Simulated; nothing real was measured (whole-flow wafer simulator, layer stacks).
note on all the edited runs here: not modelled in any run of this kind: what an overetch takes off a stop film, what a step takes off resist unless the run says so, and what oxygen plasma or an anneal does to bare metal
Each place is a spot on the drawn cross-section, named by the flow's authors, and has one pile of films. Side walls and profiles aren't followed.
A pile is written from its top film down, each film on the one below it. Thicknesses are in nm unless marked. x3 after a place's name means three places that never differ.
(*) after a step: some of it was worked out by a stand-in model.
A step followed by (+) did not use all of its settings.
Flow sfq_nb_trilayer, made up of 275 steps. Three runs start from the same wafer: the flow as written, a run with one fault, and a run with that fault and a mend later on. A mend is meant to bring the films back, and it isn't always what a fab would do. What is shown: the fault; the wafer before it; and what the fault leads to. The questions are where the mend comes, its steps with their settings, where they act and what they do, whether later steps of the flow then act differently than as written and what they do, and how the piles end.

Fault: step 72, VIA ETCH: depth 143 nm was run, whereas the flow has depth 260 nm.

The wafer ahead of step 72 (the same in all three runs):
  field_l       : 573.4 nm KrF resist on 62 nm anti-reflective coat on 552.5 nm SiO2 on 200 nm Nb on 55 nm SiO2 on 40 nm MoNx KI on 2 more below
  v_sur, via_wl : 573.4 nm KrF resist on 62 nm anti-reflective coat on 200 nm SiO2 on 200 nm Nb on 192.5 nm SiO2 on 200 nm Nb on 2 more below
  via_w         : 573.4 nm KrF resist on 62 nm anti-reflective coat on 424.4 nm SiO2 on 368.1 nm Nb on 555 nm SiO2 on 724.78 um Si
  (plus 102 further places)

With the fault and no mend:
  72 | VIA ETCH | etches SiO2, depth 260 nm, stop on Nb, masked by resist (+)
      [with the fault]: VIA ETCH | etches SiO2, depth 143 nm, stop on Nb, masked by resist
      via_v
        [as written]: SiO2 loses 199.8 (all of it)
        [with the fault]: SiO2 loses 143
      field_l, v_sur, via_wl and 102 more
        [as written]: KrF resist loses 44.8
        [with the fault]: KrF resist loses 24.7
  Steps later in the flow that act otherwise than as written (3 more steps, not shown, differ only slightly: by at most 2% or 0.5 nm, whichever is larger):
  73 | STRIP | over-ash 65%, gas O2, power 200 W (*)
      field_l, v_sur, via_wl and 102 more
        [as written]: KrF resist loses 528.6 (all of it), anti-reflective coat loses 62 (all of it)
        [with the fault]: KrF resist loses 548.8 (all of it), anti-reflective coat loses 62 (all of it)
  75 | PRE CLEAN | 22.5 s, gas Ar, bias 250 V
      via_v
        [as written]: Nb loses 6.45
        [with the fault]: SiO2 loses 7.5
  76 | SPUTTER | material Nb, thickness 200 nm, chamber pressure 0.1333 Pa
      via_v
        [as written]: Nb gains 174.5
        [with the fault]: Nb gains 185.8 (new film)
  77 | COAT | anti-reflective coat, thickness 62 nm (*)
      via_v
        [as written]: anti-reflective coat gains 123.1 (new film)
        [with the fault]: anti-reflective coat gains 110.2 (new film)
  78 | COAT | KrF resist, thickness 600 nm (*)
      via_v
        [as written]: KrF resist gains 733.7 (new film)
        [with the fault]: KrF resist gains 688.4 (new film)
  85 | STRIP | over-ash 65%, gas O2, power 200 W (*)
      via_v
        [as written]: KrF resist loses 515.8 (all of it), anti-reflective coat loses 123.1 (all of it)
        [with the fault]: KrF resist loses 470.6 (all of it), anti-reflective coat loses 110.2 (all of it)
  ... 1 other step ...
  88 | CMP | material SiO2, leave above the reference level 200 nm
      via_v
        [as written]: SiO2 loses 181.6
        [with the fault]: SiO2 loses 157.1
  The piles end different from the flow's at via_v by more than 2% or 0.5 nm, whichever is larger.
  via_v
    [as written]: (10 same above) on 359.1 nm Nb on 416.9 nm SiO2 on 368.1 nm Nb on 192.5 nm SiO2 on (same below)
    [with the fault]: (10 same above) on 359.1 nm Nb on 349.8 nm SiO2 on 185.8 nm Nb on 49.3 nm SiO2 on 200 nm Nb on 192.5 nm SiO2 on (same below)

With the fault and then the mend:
  The mend follows step 72.
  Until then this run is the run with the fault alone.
  72a | VIA ETCH | etches SiO2, depth 117 nm, stop on Nb, masked by resist (+) (the flow's step 72 again, with other settings)
      field_l, v_sur, via_wl and 102 more
        KrF resist loses 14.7
      via_v
        SiO2 loses 56.8 (all of it)
  Every later step of the flow that is run acts as written, at every place that is followed, to within 2% or 0.5 nm, whichever is larger.
  At every place that both follow, the piles at the end match the flow's.
